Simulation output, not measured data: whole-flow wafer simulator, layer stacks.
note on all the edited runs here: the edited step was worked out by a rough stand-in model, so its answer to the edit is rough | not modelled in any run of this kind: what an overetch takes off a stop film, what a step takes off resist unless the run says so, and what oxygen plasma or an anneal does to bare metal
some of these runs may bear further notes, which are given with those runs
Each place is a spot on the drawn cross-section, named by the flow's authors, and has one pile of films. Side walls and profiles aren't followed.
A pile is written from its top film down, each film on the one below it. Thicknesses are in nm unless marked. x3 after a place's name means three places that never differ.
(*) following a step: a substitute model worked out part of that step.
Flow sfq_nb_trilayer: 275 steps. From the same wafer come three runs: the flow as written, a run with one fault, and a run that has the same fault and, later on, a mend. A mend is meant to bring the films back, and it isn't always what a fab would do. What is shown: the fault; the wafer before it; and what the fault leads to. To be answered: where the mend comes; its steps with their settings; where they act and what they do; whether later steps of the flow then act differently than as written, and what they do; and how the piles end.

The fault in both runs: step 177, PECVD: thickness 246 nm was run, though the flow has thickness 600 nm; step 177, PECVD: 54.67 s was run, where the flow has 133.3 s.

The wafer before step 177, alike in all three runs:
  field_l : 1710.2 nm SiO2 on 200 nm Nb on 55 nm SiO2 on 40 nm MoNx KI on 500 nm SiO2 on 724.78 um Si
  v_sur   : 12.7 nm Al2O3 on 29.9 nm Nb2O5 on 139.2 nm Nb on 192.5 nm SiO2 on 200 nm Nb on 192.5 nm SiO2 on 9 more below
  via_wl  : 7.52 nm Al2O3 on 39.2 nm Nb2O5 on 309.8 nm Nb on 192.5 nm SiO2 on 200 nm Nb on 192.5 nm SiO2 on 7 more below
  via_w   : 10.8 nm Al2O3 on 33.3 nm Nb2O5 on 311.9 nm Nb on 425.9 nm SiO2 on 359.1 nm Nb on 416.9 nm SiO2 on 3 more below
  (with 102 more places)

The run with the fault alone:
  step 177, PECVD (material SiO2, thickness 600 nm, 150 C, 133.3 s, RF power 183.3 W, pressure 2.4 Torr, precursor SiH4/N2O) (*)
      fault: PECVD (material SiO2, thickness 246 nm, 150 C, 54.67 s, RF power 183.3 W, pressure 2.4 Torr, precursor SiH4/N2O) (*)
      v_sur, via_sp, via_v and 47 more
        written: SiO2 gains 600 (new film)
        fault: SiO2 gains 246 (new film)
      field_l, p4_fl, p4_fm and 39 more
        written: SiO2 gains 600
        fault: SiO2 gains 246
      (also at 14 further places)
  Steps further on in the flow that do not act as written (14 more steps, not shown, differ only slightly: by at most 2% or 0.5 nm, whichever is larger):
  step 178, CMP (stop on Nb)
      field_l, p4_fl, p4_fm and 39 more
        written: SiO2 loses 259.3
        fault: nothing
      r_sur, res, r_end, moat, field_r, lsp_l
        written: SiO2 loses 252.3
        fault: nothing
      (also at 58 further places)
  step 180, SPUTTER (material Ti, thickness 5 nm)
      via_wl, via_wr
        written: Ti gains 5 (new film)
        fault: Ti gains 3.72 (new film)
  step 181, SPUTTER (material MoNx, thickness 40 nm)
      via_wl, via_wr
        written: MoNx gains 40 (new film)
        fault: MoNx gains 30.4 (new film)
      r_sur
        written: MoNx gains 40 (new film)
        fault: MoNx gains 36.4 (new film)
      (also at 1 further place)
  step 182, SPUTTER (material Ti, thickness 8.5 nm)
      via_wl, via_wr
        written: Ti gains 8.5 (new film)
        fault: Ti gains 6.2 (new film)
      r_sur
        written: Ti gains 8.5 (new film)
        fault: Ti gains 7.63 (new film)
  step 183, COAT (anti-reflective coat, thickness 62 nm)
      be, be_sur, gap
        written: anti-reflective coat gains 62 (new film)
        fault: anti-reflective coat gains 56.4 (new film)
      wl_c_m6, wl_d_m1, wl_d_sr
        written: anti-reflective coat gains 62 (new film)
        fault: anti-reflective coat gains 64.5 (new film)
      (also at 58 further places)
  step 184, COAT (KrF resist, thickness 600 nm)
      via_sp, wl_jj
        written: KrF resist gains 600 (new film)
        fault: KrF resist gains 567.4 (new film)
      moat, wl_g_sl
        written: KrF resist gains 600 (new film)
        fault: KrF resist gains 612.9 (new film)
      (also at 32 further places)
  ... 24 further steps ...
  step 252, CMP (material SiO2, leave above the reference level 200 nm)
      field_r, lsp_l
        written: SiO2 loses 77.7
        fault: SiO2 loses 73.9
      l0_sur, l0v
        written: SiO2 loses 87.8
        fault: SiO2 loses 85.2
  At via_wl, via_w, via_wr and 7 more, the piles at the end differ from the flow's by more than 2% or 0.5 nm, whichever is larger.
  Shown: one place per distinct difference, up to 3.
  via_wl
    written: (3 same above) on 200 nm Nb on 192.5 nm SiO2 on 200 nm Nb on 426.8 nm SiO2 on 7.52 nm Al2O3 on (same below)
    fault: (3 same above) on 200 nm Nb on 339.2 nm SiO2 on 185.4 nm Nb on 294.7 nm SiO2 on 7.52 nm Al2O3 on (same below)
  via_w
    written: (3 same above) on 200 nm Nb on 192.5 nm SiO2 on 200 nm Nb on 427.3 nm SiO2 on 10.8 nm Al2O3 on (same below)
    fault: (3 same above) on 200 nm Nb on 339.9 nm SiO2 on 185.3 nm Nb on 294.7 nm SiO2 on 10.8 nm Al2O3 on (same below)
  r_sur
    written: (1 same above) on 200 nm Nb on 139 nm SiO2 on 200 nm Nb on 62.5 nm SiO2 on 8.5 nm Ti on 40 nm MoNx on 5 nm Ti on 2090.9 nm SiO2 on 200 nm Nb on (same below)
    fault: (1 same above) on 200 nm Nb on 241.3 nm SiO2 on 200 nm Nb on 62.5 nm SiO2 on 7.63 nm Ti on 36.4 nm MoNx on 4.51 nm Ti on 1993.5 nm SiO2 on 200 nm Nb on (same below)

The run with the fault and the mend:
  The mend stands after step 177.
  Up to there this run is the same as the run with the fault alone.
  step 177a, PECVD (material SiO2, thickness 354 nm, 150 C, 78.67 s, RF power 183.3 W, pressure 2.4 Torr, precursor SiH4/N2O) (*) (the flow's step 177 again, with other settings)
      field_l, v_sur, via_sp and 94 more
        SiO2 gains 354
      r_sur, res, r_end, moat, field_r, lsp_l
        SiO2 gains 350
      via_wl, via_wr
        SiO2 gains 337.2
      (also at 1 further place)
  Steps further on in the flow that do not act as written:
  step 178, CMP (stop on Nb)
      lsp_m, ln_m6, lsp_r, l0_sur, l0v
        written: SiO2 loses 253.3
        mend: SiO2 loses 259.3
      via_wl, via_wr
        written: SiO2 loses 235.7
        mend: SiO2 loses 206.7
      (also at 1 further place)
  The piles end the same as the flow's at every place that both follow.
